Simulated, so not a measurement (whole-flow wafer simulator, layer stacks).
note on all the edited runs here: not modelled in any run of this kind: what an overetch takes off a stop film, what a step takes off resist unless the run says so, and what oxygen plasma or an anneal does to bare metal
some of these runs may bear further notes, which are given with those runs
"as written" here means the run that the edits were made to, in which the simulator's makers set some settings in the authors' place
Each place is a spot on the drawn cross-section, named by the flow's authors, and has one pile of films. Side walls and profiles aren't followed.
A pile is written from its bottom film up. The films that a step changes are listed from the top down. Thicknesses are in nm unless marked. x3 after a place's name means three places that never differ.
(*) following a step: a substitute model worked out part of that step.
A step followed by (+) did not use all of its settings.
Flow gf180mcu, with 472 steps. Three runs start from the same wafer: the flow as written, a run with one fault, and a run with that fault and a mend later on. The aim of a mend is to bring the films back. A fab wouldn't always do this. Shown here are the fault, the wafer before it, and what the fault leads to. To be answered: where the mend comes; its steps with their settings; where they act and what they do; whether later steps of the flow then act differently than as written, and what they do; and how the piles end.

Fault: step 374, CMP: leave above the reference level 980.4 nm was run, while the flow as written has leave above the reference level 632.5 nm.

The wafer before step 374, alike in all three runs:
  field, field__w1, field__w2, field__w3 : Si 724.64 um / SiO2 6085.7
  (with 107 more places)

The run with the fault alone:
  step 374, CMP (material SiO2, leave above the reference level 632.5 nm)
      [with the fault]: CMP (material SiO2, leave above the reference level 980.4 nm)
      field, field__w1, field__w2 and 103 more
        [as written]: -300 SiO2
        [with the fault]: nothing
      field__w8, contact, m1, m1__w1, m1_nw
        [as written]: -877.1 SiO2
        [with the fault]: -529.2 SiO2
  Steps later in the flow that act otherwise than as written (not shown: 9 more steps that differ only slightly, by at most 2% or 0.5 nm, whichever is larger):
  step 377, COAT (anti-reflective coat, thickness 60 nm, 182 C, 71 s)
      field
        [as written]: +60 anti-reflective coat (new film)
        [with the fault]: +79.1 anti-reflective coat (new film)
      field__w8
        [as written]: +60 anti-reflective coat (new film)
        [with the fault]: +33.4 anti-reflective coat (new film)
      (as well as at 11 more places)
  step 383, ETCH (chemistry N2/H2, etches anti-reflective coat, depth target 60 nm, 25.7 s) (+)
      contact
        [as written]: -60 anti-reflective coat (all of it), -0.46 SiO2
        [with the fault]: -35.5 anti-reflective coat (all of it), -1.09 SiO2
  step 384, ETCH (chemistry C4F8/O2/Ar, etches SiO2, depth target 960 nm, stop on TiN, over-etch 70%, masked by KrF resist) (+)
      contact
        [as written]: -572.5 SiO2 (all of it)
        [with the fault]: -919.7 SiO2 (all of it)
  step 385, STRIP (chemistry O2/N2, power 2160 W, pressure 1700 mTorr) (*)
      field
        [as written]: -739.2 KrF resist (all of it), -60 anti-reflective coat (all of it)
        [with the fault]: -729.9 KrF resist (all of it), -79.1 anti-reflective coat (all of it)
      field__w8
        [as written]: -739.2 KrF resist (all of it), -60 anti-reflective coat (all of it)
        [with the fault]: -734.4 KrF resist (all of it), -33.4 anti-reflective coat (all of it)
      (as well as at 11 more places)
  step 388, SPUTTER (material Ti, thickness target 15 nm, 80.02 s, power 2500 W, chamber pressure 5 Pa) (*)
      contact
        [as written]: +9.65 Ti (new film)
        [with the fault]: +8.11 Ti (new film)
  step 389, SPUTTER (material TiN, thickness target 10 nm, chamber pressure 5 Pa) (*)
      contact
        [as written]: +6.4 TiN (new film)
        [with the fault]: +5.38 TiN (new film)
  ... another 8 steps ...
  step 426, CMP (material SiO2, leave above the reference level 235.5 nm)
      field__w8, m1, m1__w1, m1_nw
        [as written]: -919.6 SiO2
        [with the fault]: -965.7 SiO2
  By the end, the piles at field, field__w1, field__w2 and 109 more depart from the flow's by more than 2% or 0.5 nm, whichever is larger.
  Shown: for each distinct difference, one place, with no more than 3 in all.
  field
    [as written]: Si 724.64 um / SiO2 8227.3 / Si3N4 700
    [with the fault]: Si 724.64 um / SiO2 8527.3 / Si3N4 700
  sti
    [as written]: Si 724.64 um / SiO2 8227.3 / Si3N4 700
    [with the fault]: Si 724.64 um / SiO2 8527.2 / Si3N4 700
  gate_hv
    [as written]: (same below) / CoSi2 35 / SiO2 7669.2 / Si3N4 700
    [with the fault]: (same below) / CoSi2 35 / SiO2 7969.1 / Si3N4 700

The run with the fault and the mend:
  The mend stands after step 374.
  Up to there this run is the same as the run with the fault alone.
  step 374a, CMP (material SiO2, leave above the reference level 632.5 nm) (the flow's step 374 again)
      field, field__w1, field__w2 and 103 more
        -300 SiO2
      field__w8, contact, m1, m1__w1, m1_nw
        -347.9 SiO2
  None of the later steps of the flow acts differently than as written at any place that is followed.
  At every place that both follow, the piles at the end match the flow's.
